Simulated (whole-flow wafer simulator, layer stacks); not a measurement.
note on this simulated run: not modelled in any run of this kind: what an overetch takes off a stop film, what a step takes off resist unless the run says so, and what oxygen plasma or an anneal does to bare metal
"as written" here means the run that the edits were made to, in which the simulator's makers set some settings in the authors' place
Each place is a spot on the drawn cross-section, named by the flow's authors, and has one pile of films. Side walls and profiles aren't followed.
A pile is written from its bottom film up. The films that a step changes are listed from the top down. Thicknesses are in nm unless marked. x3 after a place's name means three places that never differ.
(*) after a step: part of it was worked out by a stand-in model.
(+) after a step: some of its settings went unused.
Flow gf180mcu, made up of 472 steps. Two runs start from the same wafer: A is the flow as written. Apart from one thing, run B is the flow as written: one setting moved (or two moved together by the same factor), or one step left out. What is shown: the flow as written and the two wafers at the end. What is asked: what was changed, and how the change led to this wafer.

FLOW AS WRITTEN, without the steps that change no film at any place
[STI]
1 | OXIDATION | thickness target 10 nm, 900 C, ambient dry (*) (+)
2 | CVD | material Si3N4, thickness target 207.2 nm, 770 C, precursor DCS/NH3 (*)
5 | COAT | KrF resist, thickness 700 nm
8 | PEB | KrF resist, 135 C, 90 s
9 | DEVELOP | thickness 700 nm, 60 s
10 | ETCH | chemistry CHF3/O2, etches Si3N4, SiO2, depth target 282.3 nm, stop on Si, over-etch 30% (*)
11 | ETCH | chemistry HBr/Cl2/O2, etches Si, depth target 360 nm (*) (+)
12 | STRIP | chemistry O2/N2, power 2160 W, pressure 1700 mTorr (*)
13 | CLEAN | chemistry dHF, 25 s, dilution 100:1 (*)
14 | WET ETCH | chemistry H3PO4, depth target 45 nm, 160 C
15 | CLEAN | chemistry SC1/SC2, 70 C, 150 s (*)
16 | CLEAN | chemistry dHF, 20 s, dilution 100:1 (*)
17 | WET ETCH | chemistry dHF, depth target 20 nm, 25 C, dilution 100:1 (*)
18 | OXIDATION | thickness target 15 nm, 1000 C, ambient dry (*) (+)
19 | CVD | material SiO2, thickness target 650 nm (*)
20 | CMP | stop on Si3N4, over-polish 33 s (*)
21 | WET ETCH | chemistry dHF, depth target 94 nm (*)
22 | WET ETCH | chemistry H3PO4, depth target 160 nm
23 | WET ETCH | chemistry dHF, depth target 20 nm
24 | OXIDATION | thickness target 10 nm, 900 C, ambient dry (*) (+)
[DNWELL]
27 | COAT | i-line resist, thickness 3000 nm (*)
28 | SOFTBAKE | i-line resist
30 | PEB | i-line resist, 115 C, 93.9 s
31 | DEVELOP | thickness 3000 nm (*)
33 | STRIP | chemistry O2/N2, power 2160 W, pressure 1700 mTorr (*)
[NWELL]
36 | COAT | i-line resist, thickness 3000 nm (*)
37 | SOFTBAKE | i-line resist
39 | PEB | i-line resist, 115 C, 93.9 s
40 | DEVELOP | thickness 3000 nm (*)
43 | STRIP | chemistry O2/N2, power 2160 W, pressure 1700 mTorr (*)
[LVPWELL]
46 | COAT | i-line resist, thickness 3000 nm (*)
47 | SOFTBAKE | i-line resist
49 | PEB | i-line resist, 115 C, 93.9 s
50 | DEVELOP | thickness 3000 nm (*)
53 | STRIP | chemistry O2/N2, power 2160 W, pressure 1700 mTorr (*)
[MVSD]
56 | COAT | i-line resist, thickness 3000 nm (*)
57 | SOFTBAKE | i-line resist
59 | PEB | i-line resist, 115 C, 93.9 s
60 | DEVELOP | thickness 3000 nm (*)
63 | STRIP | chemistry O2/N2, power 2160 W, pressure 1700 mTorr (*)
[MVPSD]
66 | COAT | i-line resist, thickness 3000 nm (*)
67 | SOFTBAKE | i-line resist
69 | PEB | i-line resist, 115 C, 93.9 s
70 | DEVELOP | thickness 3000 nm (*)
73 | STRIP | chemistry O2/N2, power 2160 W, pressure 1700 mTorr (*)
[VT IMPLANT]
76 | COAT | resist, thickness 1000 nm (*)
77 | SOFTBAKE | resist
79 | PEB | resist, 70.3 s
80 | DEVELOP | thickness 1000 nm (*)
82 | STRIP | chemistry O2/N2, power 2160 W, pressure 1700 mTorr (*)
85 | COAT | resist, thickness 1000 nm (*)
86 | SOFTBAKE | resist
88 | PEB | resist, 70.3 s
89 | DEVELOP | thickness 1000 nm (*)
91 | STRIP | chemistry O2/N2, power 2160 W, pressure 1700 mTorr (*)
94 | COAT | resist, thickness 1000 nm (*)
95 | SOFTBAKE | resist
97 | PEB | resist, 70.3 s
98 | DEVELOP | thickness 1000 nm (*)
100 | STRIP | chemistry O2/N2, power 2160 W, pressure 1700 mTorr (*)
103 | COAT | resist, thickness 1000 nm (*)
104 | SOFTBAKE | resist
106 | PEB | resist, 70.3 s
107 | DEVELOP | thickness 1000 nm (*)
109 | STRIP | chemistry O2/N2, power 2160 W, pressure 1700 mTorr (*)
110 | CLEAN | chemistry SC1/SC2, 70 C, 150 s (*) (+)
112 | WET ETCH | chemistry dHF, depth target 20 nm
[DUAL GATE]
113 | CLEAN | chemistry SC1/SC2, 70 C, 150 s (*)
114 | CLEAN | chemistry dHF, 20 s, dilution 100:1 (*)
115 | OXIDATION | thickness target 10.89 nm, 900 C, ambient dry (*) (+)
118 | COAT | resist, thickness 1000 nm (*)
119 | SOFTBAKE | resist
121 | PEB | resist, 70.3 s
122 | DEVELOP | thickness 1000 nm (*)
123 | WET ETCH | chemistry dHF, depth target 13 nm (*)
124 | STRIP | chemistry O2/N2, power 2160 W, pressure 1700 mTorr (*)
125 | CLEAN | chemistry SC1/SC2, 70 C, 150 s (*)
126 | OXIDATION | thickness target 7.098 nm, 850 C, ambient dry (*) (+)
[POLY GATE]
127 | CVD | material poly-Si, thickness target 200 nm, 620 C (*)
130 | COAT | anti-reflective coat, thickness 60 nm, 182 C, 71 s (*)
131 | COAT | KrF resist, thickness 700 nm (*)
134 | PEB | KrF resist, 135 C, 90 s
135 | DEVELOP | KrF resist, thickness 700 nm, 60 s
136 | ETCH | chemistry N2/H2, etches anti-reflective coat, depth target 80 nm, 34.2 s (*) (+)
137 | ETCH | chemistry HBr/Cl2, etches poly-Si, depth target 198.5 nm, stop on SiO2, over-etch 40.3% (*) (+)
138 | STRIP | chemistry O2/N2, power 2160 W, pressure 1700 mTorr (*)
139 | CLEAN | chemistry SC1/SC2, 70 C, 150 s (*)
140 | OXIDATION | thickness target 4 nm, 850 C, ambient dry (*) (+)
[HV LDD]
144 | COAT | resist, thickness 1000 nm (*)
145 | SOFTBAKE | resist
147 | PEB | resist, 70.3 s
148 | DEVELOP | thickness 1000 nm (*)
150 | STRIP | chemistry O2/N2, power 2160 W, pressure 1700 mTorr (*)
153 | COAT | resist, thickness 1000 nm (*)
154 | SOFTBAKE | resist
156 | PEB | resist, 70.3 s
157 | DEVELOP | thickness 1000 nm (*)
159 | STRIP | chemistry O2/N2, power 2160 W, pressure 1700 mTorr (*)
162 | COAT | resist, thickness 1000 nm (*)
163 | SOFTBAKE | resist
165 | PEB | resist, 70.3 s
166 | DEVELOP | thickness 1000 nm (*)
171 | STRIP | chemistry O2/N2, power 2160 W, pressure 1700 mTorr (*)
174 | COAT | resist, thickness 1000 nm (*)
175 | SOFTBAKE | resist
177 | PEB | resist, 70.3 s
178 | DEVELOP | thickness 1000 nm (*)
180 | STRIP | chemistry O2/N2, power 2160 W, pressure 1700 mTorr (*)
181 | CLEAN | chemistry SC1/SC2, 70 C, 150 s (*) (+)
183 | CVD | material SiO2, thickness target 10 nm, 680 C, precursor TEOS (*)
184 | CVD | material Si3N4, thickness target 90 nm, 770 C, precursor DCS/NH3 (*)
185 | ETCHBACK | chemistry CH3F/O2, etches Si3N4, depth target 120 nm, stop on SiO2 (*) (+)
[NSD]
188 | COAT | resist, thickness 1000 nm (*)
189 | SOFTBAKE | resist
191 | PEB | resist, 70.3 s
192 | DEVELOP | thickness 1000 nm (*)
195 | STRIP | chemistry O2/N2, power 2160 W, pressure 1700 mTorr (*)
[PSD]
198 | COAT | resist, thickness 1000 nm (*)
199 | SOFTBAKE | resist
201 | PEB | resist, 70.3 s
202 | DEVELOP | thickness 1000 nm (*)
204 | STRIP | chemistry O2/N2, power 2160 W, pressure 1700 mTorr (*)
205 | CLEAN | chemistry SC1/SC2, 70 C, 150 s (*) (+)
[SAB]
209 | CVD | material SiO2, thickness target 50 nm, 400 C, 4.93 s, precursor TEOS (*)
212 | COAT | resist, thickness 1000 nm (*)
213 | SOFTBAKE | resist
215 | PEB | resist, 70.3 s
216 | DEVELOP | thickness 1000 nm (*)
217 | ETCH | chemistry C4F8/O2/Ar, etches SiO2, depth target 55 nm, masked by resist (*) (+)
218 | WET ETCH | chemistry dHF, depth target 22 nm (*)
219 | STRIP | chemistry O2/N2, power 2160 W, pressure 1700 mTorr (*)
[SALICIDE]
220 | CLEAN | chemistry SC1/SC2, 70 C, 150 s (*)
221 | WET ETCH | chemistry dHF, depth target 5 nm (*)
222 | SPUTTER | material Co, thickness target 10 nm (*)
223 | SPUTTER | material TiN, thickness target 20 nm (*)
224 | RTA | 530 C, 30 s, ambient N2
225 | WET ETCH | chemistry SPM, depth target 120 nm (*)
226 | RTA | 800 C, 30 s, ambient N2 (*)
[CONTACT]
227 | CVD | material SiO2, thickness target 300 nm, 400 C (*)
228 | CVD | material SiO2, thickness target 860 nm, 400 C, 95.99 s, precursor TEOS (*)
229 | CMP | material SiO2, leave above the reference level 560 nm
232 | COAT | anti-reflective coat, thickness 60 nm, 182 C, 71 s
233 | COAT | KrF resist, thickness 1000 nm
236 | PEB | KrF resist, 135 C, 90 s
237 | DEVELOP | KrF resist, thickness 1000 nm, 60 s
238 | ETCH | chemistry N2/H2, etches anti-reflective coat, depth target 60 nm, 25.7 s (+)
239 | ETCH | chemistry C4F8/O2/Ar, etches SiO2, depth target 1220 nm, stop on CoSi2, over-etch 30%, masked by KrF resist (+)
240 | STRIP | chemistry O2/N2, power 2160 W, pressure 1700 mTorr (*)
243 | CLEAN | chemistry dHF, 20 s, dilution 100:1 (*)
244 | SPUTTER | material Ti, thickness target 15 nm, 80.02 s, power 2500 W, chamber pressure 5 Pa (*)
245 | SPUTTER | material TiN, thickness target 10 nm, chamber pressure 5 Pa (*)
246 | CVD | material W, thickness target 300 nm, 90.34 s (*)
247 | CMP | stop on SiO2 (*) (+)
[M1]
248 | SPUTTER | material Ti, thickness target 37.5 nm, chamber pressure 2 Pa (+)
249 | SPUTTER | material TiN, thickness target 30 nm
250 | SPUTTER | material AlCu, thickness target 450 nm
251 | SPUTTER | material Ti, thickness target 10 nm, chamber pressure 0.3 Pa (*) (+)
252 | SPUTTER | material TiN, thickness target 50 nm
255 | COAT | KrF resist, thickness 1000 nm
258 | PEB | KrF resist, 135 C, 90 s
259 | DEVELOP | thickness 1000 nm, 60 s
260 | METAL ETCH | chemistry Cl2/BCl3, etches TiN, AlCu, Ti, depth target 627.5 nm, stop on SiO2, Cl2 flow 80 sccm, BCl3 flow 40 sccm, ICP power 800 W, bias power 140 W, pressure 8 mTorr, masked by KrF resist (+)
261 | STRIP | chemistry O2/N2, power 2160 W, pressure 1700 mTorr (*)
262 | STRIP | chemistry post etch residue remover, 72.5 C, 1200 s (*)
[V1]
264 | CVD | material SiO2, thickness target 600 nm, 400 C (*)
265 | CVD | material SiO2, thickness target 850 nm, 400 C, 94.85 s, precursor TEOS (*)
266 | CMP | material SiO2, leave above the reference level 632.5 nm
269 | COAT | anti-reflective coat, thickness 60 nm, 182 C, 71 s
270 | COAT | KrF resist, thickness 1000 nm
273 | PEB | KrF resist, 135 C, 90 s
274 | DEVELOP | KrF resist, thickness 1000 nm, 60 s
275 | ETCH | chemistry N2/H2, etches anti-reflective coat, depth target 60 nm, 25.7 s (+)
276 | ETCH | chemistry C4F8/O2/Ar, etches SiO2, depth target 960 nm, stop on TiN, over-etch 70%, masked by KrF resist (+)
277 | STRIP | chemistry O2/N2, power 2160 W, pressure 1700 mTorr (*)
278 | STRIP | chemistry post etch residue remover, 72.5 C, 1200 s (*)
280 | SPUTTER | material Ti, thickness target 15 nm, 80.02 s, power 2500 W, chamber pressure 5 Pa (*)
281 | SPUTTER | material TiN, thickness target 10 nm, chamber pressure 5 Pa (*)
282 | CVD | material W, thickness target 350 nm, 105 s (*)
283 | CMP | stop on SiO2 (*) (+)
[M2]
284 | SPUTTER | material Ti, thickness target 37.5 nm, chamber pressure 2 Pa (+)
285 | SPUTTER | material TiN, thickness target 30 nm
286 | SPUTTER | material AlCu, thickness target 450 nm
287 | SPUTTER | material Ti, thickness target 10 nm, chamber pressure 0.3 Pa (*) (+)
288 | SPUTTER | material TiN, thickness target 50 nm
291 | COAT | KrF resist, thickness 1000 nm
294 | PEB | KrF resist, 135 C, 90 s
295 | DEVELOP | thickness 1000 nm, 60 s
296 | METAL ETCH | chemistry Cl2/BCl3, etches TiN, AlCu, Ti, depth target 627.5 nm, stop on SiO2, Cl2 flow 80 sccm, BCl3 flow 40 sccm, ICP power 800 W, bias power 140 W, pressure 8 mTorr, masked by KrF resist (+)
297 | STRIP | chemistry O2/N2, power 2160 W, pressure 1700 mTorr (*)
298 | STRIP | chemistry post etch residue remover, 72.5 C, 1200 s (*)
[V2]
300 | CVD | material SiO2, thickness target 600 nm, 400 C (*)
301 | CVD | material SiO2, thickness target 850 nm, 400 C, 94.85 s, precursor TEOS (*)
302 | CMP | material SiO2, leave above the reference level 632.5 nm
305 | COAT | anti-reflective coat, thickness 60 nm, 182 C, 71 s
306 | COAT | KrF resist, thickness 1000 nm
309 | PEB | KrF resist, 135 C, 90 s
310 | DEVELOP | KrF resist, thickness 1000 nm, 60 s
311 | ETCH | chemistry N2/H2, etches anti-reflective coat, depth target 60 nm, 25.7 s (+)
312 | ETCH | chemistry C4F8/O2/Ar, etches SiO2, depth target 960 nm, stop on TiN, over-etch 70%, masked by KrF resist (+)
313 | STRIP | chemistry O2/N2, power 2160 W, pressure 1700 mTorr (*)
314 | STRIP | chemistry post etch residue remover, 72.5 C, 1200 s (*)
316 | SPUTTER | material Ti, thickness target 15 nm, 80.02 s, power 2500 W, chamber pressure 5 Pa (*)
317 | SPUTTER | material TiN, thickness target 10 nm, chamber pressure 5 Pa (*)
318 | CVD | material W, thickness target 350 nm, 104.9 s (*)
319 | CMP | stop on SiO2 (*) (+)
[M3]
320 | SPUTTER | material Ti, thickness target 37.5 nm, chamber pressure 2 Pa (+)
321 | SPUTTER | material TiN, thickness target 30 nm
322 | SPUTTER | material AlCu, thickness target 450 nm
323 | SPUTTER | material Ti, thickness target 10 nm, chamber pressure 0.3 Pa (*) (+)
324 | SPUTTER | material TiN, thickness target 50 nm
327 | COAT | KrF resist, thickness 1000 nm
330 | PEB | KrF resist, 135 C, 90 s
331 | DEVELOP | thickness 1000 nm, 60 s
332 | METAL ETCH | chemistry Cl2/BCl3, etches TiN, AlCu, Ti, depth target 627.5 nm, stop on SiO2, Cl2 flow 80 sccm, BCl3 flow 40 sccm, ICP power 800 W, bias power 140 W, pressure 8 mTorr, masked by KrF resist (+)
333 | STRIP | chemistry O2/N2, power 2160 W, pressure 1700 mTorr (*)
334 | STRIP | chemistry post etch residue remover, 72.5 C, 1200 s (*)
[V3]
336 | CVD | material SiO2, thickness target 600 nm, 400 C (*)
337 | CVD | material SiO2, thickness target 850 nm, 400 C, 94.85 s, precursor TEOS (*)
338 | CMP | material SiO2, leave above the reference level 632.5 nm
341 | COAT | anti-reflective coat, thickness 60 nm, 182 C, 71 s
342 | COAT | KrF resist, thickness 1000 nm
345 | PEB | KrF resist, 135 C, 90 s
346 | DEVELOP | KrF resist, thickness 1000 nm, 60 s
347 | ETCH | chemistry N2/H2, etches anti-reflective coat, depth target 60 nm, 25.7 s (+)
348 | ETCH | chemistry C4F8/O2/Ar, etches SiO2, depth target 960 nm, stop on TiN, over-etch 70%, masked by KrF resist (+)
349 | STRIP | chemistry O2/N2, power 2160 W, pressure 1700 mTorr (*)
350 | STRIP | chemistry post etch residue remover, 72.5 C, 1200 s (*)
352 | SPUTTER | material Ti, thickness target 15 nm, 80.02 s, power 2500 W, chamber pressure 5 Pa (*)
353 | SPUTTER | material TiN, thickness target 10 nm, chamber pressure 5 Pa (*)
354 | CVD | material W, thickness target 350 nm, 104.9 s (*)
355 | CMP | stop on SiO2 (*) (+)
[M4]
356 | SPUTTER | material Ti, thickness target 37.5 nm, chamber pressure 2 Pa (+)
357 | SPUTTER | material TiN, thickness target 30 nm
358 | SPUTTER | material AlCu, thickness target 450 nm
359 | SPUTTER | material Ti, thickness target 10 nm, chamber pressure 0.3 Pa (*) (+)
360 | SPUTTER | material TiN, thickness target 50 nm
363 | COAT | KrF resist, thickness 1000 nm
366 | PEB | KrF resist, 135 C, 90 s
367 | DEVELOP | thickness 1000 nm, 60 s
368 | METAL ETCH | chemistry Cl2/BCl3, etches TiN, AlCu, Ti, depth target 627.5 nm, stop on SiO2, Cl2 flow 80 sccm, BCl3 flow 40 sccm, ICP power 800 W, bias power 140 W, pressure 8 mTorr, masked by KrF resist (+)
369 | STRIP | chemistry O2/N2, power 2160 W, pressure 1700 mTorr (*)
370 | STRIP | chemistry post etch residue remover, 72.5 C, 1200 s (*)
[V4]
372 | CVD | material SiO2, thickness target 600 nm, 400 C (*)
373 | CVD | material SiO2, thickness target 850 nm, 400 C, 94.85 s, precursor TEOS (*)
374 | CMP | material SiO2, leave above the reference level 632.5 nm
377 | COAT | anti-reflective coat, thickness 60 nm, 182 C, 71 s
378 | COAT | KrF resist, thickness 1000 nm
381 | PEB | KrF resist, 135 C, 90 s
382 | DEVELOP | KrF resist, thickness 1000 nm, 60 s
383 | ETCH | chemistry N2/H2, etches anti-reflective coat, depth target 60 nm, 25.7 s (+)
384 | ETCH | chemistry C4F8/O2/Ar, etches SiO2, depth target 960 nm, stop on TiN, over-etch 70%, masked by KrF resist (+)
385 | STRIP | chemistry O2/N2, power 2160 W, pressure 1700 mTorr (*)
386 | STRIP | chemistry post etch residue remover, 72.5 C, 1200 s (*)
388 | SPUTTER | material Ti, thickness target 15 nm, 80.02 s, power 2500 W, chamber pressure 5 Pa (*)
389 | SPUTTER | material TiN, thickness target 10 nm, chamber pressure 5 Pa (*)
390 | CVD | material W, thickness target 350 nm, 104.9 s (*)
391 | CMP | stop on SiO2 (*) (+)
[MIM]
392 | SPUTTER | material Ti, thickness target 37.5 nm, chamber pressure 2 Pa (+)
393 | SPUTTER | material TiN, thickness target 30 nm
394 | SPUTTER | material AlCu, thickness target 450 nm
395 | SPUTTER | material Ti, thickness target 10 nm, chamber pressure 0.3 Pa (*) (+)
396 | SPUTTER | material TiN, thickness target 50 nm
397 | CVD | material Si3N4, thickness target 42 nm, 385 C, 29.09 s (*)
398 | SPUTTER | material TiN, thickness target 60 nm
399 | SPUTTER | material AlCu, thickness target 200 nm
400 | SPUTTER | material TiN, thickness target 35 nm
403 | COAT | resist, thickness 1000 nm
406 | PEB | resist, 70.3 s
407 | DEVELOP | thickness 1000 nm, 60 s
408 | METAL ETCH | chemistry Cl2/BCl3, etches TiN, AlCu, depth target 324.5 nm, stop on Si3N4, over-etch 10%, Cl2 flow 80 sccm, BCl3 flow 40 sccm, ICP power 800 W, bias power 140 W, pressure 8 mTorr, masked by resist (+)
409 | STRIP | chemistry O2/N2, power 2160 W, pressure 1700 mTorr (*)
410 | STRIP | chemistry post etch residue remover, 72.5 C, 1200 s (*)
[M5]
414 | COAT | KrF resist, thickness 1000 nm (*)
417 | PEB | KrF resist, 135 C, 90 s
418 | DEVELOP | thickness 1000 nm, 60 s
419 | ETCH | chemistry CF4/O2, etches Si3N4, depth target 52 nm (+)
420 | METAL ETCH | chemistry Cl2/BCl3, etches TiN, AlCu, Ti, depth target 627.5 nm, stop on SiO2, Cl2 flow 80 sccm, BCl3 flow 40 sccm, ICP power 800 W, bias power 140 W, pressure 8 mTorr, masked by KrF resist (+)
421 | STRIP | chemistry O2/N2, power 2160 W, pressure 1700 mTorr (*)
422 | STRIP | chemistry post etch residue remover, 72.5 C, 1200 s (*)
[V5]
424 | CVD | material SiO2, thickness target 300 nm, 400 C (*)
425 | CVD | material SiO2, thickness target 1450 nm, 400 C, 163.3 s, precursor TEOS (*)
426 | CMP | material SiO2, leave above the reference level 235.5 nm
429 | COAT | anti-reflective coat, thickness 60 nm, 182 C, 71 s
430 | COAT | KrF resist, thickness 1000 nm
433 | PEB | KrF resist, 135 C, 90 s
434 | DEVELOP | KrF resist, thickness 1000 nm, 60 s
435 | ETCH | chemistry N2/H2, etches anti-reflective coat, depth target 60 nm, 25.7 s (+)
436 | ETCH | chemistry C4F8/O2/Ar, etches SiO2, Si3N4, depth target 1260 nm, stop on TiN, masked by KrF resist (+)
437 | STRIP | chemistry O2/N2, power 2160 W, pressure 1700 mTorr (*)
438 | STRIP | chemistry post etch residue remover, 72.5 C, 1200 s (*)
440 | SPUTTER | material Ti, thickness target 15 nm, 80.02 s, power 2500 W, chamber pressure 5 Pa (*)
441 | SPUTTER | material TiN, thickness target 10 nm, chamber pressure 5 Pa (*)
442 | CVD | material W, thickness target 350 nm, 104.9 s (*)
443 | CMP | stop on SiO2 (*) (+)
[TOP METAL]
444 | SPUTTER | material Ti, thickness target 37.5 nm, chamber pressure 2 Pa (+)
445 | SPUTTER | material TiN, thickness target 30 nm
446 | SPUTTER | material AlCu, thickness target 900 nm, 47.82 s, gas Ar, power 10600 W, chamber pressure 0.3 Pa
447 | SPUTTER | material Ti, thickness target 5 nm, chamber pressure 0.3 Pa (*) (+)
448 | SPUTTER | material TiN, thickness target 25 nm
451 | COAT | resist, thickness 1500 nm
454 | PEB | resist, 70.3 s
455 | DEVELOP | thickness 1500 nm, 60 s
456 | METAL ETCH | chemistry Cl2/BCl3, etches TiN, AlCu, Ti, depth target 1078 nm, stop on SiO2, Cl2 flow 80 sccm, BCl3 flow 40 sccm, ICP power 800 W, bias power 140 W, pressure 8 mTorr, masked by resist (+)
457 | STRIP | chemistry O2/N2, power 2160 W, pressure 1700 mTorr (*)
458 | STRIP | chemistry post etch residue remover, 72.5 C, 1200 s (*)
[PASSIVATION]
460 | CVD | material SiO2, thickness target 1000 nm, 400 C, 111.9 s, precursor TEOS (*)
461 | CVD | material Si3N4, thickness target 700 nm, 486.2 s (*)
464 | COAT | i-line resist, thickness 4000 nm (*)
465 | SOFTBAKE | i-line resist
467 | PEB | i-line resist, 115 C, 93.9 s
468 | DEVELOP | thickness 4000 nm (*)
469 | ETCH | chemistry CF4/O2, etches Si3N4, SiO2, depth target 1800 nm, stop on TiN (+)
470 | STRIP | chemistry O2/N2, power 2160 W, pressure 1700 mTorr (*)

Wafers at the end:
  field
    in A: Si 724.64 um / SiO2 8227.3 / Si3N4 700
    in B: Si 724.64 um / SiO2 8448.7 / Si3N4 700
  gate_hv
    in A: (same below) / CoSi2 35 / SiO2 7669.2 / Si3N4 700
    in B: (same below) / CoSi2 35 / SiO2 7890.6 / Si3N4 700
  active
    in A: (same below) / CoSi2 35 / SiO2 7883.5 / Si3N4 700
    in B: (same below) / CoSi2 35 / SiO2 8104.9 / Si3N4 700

The reason: step 338, CMP: leave above the reference level 853.9 nm was run, whereas the flow has leave above the reference level 632.5 nm.

Step by step, how the change led to this:
  338 | CMP | material SiO2, leave above the reference level 632.5 nm
      field, field__w1, field__w2 and 103 more: A -300 SiO2 | B -78.6 SiO2
      field__w8, contact, m1, m1__w1, m1_nw: A -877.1 SiO2 | B -655.7 SiO2
  348 | ETCH | chemistry C4F8/O2/Ar, etches SiO2, depth target 960 nm, stop on TiN, over-etch 70%, masked by KrF resist (+)
      contact: A -572.5 SiO2 (all of it) | B -793.9 SiO2 (all of it)
  352 | SPUTTER | material Ti, thickness target 15 nm, 80.02 s, power 2500 W, chamber pressure 5 Pa (*)
      contact: A +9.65 Ti (new film) | B +8.49 Ti (new film)
  353 | SPUTTER | material TiN, thickness target 10 nm, chamber pressure 5 Pa (*)
      contact: A +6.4 TiN (new film) | B +5.63 TiN (new film)
  354 | CVD | material W, thickness target 350 nm, 104.9 s (*)
      contact: A +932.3 W (new film) | B +1155.6 W (new film)
